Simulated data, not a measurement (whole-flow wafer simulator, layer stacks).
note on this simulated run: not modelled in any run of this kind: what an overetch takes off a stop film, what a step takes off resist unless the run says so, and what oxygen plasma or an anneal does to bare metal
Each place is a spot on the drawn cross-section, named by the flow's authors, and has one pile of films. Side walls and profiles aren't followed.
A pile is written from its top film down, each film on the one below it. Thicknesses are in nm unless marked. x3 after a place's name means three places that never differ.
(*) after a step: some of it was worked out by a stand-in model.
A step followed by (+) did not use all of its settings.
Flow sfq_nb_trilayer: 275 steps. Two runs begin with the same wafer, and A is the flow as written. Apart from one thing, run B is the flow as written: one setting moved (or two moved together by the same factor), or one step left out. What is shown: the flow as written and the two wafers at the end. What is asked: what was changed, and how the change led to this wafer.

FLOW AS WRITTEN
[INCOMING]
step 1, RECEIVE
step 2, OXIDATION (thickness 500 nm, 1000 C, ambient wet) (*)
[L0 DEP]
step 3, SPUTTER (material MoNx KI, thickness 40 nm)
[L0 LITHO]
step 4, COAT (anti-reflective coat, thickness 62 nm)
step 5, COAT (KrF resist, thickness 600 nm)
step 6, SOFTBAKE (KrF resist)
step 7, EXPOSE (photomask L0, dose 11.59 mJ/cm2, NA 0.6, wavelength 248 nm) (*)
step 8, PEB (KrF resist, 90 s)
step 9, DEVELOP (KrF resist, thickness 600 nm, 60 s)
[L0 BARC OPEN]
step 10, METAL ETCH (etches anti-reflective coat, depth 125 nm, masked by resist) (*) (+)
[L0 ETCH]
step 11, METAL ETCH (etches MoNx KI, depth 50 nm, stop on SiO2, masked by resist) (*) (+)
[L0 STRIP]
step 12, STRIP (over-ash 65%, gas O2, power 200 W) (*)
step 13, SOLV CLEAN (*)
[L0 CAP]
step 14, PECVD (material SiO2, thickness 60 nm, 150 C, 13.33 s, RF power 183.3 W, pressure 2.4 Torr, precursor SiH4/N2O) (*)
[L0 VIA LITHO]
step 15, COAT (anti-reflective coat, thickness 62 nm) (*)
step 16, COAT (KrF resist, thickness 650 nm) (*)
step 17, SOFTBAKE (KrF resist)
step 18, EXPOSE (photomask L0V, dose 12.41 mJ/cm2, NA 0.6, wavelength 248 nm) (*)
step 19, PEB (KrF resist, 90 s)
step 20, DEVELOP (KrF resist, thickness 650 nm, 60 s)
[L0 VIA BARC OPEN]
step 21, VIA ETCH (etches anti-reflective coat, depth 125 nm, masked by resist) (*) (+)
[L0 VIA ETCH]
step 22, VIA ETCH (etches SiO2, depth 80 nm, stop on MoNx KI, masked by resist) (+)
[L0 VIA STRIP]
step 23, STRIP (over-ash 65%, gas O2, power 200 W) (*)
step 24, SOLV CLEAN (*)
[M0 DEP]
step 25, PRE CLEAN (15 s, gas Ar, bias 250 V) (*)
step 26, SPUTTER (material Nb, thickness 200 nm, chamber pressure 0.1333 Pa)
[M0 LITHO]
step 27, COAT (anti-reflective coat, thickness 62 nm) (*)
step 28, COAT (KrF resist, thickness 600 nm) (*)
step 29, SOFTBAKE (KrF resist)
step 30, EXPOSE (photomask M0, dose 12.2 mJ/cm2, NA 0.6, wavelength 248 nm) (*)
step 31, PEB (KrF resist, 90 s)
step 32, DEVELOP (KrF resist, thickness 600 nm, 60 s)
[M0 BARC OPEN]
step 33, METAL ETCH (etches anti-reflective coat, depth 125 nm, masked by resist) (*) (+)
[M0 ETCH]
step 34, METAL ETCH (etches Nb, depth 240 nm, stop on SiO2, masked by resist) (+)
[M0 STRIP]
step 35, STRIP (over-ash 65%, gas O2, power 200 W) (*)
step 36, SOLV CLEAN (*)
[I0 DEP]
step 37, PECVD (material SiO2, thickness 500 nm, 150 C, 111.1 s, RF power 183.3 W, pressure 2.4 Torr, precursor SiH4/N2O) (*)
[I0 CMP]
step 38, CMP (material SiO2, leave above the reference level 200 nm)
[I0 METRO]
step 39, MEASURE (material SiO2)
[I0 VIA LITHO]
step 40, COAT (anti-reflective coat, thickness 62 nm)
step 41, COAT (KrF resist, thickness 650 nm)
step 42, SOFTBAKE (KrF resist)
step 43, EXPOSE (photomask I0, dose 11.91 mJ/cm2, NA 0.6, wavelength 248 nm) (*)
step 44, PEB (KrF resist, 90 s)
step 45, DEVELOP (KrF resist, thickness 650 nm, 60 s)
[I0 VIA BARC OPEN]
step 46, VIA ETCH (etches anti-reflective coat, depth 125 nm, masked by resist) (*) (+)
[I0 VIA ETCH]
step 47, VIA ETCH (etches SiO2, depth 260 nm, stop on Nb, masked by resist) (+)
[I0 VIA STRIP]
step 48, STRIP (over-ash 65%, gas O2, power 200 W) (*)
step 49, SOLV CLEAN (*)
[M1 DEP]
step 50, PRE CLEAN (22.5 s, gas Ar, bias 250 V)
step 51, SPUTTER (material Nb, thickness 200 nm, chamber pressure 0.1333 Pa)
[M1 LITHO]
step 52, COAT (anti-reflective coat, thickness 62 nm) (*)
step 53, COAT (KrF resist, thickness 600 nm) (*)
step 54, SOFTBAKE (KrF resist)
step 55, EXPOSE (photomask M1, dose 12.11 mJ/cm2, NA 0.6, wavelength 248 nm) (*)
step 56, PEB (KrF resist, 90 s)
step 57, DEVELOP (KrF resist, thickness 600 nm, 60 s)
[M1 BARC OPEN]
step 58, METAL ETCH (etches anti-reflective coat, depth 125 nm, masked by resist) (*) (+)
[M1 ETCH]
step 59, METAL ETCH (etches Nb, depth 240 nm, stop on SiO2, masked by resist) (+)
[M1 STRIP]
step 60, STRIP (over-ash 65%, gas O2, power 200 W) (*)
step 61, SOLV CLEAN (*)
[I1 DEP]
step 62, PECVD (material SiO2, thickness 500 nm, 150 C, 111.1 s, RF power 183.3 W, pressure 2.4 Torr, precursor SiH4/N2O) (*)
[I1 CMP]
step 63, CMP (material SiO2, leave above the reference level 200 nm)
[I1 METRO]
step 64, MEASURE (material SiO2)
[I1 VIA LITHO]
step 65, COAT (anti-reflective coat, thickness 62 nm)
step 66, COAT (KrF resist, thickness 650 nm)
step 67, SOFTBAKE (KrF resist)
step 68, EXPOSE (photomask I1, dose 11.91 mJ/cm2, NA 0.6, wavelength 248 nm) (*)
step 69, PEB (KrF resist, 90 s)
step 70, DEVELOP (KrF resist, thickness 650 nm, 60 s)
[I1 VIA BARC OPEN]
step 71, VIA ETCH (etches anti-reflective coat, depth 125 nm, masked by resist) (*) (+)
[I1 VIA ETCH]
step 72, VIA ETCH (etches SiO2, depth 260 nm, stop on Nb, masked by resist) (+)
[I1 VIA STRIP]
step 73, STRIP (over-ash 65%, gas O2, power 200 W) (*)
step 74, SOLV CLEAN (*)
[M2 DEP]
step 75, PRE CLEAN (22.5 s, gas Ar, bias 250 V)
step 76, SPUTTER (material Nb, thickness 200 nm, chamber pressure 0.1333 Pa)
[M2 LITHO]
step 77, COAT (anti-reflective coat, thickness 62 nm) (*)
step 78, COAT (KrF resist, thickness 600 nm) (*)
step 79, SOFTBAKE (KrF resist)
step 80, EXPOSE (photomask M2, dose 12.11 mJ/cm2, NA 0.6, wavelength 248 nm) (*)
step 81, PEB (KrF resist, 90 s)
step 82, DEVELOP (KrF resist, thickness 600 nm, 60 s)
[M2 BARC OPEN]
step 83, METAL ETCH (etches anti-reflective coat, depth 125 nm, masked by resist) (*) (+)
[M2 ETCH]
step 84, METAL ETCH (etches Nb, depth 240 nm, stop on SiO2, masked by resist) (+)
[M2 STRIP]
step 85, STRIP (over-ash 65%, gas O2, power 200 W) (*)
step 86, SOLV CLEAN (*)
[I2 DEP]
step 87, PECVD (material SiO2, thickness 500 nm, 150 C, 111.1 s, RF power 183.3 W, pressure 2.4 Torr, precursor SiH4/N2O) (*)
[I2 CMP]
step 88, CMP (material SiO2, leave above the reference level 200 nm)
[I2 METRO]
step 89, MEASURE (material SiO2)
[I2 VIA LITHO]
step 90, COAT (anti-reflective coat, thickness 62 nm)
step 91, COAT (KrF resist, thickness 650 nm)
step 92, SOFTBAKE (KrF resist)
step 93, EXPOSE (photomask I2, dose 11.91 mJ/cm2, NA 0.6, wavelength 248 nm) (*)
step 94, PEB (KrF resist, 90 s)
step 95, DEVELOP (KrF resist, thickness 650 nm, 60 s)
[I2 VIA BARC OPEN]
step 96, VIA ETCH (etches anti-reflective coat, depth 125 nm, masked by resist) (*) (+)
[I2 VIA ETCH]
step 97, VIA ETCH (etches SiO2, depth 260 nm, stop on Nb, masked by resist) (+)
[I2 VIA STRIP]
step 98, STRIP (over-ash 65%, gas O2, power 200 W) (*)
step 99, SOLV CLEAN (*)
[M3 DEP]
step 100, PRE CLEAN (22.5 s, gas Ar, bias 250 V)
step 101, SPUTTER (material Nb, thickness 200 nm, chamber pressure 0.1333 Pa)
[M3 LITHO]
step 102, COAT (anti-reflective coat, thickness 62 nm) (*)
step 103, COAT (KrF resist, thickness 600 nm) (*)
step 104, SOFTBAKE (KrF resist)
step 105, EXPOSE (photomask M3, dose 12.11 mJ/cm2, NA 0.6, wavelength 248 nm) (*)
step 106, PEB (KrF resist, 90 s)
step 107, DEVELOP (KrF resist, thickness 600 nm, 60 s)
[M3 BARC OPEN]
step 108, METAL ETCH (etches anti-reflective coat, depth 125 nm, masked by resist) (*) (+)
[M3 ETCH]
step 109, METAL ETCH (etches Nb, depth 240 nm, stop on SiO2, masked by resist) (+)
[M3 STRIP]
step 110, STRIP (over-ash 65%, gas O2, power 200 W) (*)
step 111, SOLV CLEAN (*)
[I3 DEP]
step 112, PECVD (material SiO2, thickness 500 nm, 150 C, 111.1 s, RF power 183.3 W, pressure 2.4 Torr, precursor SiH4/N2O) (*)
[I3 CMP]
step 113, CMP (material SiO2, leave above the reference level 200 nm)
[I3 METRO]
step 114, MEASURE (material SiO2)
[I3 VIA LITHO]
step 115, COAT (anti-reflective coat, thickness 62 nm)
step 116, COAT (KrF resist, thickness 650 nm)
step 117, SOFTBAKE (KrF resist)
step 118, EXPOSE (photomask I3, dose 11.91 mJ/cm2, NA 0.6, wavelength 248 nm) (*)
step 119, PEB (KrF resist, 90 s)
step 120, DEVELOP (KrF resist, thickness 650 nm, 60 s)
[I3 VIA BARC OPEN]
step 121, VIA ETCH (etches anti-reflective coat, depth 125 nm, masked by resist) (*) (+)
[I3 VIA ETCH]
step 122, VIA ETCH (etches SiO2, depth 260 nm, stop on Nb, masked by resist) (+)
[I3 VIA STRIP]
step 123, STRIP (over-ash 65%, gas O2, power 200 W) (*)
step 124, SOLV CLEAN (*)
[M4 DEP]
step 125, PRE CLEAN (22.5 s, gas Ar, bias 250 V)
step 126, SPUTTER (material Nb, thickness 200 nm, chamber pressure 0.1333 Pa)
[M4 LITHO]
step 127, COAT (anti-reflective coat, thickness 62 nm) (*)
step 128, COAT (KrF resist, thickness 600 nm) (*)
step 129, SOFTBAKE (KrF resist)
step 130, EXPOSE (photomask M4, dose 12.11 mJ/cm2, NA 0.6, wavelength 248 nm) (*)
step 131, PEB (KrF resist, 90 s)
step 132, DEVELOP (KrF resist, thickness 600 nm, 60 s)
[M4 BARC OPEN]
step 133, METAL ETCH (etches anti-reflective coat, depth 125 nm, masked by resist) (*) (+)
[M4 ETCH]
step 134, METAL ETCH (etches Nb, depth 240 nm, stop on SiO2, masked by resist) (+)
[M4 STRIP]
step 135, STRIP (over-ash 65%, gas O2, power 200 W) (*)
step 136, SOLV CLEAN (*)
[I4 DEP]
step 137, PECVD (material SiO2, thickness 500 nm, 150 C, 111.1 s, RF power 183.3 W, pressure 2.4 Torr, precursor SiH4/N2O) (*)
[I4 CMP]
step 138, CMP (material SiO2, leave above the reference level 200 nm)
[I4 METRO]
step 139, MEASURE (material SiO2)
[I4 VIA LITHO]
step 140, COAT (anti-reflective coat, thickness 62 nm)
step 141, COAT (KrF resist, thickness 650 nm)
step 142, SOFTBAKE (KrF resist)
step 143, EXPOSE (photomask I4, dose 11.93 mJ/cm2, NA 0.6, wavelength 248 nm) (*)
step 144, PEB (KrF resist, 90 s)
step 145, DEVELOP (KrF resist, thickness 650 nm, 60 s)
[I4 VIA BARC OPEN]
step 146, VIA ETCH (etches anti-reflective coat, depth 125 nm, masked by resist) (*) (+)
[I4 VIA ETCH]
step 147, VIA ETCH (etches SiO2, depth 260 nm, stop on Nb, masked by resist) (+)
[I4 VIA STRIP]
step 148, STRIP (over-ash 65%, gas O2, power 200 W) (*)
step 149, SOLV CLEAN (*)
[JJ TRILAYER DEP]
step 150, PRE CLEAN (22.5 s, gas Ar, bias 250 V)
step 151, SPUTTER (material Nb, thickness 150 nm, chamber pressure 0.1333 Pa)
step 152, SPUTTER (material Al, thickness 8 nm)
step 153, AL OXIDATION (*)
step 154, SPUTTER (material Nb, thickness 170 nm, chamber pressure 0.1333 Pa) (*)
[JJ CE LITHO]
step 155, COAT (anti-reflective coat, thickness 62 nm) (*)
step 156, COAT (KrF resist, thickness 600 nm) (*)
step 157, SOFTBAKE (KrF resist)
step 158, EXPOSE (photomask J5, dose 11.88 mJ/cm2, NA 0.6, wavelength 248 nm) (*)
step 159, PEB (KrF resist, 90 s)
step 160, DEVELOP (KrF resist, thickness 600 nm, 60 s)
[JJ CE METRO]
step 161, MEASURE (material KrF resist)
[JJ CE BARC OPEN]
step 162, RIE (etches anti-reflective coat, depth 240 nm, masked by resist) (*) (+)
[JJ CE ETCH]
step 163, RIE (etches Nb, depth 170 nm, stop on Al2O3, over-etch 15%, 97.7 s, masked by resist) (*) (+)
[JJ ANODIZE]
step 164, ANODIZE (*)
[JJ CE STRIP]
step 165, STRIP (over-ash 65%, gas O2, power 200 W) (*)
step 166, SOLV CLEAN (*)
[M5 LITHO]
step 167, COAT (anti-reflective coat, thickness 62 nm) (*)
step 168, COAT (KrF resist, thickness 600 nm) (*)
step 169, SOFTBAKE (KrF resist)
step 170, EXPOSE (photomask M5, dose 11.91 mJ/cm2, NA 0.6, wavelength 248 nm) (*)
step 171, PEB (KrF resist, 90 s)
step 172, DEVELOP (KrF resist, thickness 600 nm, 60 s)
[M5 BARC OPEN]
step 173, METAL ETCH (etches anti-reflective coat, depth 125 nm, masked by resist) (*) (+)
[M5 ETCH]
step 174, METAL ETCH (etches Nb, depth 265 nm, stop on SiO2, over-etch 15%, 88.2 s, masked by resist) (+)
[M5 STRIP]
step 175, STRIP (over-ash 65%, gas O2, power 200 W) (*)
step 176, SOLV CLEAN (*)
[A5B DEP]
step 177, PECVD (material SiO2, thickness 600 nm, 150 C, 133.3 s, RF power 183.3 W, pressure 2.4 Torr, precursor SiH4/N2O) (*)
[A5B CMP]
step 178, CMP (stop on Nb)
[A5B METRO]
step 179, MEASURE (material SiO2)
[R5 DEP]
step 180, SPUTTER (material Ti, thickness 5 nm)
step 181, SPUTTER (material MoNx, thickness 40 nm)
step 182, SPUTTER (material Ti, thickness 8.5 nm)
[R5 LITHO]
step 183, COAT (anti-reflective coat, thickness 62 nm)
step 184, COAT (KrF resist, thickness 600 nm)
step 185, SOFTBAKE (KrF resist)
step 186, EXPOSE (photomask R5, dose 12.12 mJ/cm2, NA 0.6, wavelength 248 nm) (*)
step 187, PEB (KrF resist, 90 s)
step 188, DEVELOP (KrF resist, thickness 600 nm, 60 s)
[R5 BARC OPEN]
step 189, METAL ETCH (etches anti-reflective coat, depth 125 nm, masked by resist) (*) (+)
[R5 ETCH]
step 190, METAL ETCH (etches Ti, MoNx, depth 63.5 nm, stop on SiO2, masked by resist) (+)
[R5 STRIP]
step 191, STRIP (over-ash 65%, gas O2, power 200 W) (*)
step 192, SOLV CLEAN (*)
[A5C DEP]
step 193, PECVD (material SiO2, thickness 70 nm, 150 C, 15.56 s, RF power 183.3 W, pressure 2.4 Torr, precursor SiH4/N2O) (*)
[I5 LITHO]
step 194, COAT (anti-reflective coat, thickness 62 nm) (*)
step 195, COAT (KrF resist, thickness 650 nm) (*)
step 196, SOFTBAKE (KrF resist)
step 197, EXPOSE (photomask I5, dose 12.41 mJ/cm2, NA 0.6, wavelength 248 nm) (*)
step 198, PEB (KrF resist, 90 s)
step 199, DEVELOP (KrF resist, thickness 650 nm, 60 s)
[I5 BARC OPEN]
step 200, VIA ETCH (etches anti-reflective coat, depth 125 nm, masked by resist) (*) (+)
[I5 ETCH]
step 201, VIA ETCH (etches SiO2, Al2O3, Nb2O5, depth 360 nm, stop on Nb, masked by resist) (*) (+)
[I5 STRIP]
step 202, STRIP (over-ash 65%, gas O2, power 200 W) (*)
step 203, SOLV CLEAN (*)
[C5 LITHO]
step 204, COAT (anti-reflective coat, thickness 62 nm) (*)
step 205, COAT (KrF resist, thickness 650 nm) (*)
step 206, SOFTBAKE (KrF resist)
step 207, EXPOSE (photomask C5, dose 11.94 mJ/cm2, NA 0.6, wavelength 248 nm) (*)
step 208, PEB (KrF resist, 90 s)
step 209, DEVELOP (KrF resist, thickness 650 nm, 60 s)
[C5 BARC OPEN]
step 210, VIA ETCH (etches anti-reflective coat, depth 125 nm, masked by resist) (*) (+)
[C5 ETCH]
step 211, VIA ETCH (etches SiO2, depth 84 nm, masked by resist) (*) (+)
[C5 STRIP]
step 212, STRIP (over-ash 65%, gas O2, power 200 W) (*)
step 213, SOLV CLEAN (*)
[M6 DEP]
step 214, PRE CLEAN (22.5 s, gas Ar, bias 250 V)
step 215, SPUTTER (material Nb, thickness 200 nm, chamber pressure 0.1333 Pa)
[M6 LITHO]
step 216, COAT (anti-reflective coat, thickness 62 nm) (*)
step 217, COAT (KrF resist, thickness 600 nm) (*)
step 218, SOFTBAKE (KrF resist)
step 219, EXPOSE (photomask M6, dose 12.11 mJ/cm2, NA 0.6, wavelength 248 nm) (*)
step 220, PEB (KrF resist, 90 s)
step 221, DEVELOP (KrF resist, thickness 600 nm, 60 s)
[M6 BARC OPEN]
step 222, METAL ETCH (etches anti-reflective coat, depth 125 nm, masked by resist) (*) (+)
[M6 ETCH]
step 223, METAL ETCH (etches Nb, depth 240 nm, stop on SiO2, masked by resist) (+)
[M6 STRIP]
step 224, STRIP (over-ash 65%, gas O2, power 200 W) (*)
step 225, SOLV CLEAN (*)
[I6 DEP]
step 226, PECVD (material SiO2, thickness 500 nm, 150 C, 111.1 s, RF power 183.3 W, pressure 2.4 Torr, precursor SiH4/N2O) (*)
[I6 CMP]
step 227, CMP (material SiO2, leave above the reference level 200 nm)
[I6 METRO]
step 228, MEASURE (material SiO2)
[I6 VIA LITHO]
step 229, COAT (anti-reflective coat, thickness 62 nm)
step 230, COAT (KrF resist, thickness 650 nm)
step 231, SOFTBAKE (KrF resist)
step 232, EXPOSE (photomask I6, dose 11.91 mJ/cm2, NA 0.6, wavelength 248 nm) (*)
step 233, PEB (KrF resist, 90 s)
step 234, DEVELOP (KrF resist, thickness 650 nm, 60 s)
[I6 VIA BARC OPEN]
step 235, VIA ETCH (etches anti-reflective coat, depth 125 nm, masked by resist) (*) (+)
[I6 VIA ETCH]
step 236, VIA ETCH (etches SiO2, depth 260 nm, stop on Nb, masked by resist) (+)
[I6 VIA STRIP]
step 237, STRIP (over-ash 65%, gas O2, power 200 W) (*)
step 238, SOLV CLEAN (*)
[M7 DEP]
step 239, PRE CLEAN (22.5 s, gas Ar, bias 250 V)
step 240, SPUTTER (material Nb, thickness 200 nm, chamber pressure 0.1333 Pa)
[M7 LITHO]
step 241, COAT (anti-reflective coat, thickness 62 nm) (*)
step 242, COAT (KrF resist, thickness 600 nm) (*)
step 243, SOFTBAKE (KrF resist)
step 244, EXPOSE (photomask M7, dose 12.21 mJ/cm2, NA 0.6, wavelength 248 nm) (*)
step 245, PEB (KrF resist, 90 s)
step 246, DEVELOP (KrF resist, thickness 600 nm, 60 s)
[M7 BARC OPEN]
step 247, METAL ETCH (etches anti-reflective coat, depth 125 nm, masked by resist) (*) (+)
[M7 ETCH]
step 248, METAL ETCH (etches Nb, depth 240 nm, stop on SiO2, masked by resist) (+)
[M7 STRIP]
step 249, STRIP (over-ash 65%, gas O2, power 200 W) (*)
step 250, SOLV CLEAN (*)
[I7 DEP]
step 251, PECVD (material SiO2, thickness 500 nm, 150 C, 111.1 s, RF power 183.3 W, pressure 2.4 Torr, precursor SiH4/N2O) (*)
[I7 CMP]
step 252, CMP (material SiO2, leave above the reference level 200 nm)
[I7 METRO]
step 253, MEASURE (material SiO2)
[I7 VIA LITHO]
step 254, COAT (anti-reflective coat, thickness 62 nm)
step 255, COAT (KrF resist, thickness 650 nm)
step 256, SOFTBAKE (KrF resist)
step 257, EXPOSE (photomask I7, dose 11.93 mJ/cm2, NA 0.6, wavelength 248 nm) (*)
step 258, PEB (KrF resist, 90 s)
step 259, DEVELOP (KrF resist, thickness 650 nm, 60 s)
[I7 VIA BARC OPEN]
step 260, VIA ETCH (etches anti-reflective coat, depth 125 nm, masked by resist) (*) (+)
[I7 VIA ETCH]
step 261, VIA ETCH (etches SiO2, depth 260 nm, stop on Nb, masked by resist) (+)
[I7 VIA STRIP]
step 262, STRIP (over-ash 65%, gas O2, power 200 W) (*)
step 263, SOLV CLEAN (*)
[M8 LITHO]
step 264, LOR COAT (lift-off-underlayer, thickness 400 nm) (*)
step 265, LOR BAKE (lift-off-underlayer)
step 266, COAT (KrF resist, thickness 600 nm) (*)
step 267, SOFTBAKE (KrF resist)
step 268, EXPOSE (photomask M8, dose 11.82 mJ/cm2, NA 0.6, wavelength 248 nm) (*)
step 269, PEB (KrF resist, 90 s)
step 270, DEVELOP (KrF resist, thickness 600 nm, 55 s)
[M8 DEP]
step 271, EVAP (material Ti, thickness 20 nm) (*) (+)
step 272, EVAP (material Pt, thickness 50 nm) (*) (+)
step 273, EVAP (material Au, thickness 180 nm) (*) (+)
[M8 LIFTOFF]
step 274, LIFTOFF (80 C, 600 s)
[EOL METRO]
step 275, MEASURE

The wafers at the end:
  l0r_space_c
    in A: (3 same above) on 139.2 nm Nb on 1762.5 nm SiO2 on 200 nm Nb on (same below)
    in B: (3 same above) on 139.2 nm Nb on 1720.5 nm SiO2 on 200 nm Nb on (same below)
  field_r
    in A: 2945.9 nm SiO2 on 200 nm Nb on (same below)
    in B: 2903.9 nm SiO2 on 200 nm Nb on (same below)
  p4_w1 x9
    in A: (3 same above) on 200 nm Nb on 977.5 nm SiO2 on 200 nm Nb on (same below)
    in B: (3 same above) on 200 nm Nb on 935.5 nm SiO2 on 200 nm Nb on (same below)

The reason: step 51, SPUTTER: thickness 158 nm was run, while the flow as written has thickness 200 nm.

The path from the change to this, step by step:
  step 51, SPUTTER (material Nb, thickness 200 nm, chamber pressure 0.1333 Pa)
      field_l, v_sur, via_wl and 102 more: A Nb gains 200 (new film) | B Nb gains 158 (new film)
      via_w: A Nb gains 174.5 | B Nb gains 138.4
  step 52, COAT (anti-reflective coat, thickness 62 nm) (*)
      via_wr: A anti-reflective coat gains 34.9 (new film) | B anti-reflective coat gains 33.8 (new film)
  step 59, METAL ETCH (etches Nb, depth 240 nm, stop on SiO2, masked by resist) (+)
      field_l, be, be_sur and 79 more: A Nb loses 200 (all of it) | B Nb loses 158 (all of it)
  step 60, STRIP (over-ash 65%, gas O2, power 200 W) (*)
      via_wr: A KrF resist loses 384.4 (all of it), anti-reflective coat loses 34.9 (all of it) | B KrF resist loses 387.7 (all of it), anti-reflective coat loses 33.8 (all of it)
  step 62, PECVD (material SiO2, thickness 500 nm, 150 C, 111.1 s, RF power 183.3 W, pressure 2.4 Torr, precursor SiH4/N2O) (*)
      wl_d_sl, wl_d_sr: A SiO2 gains 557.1 | B SiO2 gains 515.1
  step 63, CMP (material SiO2, leave above the reference level 200 nm)
      field_l, be, be_sur and 72 more: A SiO2 loses 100 | B SiO2 loses 142
      lsp_m, ln_m6, lsp_r, l0_sur, l0v: A SiO2 loses 94.9 | B SiO2 loses 142
      (and at 1 other place as well)
